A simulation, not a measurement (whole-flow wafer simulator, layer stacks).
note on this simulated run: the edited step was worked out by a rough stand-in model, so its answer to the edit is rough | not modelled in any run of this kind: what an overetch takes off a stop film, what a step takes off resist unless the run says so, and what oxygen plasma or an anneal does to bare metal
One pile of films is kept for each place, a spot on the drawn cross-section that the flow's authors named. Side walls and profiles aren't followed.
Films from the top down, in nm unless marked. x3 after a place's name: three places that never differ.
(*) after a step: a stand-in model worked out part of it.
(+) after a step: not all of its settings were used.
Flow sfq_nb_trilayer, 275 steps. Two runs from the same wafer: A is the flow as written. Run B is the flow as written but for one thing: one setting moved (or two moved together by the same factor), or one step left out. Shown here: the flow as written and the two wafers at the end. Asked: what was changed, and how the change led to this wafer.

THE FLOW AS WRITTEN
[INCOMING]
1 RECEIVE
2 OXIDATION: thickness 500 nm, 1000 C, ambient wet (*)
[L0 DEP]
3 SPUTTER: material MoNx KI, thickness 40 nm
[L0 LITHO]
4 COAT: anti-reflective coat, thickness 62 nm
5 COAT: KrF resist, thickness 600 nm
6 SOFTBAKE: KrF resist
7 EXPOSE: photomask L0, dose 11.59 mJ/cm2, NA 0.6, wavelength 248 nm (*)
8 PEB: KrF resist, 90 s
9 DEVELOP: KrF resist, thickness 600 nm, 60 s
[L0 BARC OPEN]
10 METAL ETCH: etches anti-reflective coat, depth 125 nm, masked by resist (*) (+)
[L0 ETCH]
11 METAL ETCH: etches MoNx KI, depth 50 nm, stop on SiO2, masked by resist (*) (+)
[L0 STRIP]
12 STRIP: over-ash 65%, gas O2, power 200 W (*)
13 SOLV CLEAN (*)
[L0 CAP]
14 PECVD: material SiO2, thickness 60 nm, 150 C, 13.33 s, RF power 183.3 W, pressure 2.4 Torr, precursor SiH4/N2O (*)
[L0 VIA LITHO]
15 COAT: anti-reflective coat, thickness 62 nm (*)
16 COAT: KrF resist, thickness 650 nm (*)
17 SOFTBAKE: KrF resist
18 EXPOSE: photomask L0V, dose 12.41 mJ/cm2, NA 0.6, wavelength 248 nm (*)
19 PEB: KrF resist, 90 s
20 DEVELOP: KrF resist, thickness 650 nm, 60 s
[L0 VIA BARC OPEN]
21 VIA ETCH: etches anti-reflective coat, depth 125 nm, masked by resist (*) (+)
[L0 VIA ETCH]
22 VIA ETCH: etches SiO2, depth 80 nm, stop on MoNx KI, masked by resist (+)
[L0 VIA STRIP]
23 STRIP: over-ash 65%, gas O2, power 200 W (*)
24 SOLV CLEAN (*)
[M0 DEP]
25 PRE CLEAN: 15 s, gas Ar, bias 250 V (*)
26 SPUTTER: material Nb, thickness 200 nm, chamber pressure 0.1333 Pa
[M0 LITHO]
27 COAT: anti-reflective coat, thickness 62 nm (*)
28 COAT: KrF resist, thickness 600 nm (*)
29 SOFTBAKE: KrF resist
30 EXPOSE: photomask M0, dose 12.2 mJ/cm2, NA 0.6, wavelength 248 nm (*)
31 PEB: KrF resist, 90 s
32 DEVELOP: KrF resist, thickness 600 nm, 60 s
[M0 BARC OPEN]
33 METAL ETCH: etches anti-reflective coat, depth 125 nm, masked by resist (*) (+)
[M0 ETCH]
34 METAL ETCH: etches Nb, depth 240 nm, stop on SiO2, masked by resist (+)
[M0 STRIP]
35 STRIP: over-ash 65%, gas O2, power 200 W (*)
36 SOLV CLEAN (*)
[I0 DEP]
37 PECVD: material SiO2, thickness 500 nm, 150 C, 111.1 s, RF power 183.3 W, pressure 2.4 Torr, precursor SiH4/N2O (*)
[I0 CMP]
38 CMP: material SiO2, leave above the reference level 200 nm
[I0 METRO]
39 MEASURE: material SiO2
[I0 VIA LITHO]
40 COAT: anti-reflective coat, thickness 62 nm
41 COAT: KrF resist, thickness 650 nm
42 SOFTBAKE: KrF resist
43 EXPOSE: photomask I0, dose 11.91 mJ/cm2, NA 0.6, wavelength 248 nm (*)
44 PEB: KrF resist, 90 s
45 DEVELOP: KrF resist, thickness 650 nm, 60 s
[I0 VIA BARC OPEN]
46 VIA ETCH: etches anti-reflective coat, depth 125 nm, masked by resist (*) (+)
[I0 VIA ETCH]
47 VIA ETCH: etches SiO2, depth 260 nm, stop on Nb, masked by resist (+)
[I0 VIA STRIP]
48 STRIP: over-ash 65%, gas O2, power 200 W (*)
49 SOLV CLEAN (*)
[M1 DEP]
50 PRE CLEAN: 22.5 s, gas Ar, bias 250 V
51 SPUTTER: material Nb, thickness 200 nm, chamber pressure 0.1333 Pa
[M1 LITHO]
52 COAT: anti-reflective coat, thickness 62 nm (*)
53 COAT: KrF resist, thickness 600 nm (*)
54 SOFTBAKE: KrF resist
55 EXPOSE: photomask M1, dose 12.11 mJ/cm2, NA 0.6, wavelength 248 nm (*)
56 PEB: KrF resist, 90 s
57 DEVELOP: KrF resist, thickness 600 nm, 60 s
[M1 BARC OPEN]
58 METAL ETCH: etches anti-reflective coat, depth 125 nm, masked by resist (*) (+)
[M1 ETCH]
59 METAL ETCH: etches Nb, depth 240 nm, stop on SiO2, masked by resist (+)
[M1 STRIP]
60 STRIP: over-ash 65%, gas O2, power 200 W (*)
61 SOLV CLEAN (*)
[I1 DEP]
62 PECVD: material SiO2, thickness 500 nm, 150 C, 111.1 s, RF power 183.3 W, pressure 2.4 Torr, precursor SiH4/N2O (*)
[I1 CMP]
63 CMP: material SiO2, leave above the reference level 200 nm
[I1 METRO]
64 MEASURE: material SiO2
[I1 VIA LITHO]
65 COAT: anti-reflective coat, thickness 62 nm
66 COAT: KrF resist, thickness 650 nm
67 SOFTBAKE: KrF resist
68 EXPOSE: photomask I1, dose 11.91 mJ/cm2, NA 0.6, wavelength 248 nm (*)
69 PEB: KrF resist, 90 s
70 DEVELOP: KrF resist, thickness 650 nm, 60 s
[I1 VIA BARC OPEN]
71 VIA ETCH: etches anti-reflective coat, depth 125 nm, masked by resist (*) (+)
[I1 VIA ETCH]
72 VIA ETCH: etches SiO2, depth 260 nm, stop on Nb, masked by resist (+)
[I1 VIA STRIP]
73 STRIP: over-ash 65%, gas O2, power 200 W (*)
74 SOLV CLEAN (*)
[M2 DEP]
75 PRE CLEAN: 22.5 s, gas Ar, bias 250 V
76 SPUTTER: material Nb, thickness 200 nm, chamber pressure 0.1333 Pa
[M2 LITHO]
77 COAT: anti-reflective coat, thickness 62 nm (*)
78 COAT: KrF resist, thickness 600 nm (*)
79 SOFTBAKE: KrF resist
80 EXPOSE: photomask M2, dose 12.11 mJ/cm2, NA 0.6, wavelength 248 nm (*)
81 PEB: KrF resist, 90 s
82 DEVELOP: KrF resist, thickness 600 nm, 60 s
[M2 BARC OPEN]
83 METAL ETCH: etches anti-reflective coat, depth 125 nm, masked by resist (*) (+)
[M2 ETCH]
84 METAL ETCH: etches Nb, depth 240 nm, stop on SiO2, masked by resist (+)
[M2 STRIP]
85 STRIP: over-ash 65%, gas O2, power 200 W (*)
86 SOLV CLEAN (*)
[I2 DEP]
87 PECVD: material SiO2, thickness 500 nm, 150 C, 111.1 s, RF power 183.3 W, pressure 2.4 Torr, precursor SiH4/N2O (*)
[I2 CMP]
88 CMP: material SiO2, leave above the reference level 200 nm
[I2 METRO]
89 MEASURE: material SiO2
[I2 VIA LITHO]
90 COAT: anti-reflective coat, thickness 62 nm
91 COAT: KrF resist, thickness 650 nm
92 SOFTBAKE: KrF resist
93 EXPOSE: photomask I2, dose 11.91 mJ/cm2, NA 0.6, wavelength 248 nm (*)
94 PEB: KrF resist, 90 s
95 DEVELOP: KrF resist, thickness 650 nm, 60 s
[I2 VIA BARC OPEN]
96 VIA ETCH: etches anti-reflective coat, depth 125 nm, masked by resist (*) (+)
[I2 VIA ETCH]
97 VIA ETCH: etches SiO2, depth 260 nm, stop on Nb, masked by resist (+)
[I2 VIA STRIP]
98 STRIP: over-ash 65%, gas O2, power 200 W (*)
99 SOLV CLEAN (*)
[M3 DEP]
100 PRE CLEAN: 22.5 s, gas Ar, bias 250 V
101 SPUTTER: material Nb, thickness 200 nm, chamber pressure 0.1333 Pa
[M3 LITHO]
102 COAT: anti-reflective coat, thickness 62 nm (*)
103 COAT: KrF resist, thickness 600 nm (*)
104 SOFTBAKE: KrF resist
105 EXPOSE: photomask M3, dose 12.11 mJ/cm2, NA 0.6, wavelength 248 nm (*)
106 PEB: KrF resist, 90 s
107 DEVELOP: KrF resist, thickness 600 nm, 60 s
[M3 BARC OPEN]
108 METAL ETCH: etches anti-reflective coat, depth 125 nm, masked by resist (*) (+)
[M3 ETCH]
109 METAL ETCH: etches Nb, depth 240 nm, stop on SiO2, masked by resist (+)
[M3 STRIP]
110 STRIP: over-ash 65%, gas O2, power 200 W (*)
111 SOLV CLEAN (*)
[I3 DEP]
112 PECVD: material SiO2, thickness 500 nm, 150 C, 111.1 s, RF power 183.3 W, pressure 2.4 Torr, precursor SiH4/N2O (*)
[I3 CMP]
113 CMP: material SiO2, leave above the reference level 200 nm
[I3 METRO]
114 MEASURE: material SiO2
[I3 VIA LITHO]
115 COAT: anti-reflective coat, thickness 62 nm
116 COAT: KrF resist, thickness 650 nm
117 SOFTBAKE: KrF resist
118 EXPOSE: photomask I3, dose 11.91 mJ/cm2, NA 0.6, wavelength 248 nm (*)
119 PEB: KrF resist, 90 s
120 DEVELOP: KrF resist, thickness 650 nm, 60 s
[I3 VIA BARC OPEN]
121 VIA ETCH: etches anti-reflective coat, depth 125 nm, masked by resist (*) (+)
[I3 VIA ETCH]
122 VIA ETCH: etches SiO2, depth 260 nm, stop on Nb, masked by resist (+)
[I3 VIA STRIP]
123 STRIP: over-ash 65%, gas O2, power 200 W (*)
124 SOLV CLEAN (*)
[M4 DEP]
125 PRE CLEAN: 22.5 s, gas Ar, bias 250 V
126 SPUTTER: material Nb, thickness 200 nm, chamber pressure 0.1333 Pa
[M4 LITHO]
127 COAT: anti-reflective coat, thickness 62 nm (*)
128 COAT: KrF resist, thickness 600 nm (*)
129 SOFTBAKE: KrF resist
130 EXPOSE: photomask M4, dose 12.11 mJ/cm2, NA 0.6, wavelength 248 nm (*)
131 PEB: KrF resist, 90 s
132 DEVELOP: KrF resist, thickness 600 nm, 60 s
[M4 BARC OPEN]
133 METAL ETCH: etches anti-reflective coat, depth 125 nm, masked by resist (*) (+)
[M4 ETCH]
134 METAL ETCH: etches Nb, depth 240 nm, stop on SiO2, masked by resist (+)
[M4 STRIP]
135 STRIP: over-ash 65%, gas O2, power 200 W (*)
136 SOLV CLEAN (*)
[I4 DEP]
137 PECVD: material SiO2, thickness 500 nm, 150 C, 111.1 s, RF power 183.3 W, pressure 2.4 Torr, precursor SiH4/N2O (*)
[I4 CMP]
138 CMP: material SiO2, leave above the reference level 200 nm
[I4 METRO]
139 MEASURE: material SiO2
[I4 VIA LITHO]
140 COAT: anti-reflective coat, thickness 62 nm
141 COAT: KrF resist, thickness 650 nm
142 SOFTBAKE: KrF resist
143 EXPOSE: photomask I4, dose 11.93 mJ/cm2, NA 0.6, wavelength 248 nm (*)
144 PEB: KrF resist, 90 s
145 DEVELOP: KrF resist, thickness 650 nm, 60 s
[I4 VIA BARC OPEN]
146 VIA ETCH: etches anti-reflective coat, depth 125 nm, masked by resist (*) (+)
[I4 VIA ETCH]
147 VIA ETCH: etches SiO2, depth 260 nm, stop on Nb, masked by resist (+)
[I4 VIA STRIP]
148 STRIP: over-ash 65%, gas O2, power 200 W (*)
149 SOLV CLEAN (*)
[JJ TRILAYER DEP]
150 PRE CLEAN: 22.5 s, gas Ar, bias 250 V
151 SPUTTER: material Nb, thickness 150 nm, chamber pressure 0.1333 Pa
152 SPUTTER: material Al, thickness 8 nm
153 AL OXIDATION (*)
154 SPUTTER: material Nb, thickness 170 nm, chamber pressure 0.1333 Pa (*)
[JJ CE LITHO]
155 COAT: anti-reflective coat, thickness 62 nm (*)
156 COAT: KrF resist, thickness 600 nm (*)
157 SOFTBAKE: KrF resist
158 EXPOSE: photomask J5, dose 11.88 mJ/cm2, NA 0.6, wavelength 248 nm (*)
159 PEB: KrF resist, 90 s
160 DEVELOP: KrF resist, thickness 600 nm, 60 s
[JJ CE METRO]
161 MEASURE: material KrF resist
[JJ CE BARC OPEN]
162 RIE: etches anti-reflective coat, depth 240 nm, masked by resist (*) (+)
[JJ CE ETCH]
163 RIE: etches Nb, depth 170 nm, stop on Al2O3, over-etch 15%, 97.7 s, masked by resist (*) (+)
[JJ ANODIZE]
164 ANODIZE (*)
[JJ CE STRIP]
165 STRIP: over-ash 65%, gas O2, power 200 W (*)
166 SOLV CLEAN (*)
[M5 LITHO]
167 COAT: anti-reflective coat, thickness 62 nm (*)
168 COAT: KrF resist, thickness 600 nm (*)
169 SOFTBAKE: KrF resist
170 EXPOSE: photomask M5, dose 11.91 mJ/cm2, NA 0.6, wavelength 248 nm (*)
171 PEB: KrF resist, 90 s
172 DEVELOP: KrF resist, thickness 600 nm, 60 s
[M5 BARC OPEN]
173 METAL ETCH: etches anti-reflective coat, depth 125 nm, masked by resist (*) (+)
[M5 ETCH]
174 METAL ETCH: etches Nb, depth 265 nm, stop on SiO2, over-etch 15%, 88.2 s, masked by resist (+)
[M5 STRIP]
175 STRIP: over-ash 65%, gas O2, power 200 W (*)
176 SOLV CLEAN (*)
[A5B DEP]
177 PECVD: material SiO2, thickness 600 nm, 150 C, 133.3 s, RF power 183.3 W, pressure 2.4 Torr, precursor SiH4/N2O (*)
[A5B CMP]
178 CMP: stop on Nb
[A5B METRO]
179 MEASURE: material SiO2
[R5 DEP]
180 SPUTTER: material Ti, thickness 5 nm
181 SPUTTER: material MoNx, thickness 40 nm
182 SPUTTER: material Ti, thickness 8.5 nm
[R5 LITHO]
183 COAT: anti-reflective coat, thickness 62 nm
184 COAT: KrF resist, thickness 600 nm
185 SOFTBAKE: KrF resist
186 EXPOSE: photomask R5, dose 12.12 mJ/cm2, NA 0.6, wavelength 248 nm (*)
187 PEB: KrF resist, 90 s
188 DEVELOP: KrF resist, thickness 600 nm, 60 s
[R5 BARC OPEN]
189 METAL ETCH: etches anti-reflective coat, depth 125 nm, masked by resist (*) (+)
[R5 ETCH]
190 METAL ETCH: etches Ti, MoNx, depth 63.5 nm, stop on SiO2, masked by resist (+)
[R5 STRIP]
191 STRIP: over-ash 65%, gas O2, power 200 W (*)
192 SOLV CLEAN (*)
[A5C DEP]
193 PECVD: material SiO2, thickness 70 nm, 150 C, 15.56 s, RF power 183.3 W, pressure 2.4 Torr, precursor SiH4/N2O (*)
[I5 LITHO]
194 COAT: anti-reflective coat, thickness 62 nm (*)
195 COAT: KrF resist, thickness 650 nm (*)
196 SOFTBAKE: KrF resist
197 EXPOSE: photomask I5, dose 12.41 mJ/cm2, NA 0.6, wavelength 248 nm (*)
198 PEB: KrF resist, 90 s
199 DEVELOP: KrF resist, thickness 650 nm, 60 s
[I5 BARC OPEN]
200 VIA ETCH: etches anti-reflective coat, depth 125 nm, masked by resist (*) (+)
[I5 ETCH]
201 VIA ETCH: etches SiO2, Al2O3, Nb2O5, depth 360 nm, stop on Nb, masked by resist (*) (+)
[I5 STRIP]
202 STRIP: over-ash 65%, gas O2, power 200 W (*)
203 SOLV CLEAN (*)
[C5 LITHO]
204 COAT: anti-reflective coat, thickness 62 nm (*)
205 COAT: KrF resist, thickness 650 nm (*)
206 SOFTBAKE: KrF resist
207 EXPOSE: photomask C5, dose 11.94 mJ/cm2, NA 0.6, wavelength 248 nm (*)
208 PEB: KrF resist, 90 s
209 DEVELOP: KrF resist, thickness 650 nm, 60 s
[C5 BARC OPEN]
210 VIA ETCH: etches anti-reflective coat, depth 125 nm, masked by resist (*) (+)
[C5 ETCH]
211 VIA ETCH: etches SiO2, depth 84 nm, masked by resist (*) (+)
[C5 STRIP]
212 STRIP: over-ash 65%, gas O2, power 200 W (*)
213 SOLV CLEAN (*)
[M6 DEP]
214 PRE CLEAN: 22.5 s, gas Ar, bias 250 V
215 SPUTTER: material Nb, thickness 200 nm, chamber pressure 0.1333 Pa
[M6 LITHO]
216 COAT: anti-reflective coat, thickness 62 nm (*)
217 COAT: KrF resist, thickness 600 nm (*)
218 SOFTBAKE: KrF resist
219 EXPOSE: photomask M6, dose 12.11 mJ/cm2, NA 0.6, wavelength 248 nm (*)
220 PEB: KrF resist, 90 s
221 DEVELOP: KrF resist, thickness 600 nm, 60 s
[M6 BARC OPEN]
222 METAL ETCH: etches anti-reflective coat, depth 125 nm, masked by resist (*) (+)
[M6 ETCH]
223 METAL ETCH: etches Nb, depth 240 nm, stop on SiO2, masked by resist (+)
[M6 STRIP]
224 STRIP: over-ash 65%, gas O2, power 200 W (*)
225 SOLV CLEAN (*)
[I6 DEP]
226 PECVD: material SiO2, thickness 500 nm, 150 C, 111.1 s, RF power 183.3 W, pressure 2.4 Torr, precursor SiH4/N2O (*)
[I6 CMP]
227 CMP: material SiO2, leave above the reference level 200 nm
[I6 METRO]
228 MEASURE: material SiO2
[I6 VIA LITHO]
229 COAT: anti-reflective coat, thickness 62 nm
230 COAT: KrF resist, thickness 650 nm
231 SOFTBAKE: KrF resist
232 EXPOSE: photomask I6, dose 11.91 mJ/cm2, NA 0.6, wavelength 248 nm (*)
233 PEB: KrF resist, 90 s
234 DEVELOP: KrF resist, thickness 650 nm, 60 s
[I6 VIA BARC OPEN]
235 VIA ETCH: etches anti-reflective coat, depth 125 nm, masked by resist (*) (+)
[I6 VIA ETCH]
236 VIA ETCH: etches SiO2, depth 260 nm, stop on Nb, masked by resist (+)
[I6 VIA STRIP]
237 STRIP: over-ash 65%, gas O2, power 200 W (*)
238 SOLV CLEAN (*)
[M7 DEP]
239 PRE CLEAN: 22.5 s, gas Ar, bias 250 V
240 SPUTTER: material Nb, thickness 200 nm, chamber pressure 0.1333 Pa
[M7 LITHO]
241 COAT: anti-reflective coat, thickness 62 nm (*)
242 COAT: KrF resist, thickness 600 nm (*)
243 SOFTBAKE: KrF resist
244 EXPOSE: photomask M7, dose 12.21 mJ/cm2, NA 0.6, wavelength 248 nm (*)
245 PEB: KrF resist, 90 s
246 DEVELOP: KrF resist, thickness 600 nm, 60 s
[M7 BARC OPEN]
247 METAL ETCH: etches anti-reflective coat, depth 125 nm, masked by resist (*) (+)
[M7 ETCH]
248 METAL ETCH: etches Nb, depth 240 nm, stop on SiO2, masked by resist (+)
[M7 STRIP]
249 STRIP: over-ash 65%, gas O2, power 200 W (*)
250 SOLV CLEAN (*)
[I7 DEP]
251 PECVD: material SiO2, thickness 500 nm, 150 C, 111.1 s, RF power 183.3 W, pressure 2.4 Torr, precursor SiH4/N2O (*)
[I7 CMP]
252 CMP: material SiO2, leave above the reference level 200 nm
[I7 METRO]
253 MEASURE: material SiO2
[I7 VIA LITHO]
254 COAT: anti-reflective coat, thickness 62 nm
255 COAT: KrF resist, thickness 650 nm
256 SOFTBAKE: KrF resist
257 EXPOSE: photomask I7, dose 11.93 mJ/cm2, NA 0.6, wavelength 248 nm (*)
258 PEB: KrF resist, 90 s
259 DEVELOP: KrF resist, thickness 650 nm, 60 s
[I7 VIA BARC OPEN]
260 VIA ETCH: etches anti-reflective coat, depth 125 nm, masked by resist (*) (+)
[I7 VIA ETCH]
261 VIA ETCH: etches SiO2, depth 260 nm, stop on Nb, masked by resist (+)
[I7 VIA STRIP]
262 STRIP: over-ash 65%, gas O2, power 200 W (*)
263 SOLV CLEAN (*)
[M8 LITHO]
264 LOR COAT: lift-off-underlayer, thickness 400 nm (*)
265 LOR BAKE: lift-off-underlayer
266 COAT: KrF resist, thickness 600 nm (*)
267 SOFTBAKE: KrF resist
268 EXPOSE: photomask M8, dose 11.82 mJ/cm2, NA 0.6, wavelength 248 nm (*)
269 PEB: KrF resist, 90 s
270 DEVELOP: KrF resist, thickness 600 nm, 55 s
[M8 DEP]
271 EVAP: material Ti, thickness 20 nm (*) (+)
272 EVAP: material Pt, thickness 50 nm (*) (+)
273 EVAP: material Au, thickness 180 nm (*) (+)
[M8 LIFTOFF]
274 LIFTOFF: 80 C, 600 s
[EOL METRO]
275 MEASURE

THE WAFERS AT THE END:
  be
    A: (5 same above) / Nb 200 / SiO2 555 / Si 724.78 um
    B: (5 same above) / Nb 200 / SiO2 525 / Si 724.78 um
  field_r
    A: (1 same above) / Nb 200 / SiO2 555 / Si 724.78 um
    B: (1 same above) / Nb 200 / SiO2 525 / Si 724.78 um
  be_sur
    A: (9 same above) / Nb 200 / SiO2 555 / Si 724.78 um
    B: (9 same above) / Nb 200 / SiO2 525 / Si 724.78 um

The cause: step 14, PECVD: thickness 30 nm was run, where the flow has thickness 60 nm.

How the change led to this, step by step:
  14 PECVD: material SiO2, thickness 60 nm, 150 C, 13.33 s, RF power 183.3 W, pressure 2.4 Torr, precursor SiH4/N2O (*)
      v_sur, via_wl, via_w and 97 more: A SiO2 +60 | B SiO2 +30
      field_l, l0_sur, l0v, l0r_line_l, l0r_line_c, l0r_line_r: A SiO2 +60 (new film) | B SiO2 +30 (new film)
  22 VIA ETCH: etches SiO2, depth 80 nm, stop on MoNx KI, masked by resist (+)
      field_l, v_sur, via_wl and 102 more: A KrF resist -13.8 | B KrF resist -7.72
      l0v: A SiO2 -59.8 (all of it) | B SiO2 -29.8 (all of it)
  26 SPUTTER: material Nb, thickness 200 nm, chamber pressure 0.1333 Pa
      l0v: A Nb +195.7 (new film) | B Nb +200 (new film)
  27 COAT: anti-reflective coat, thickness 62 nm (*)
      l0_sur: A anti-reflective coat +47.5 (new film) | B anti-reflective coat +50.9 (new film)
      l0v: A anti-reflective coat +78 (new film) | B anti-reflective coat +68.7 (new film)
  28 COAT: KrF resist, thickness 600 nm (*)
      l0v: A KrF resist +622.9 (new film) | B KrF resist +604.8 (new film)
  35 STRIP: over-ash 65%, gas O2, power 200 W (*)
      l0_sur: A KrF resist -372 (all of it), anti-reflective coat -47.5 (all of it) | B KrF resist -373.6 (all of it), anti-reflective coat -50.9 (all of it)
      l0v: A KrF resist -405.3 (all of it), anti-reflective coat -78 (all of it) | B KrF resist -387.2 (all of it), anti-reflective coat -68.7 (all of it)
  38 CMP: material SiO2, leave above the reference level 200 nm
      l0v: A SiO2 -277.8 | B SiO2 -312.1
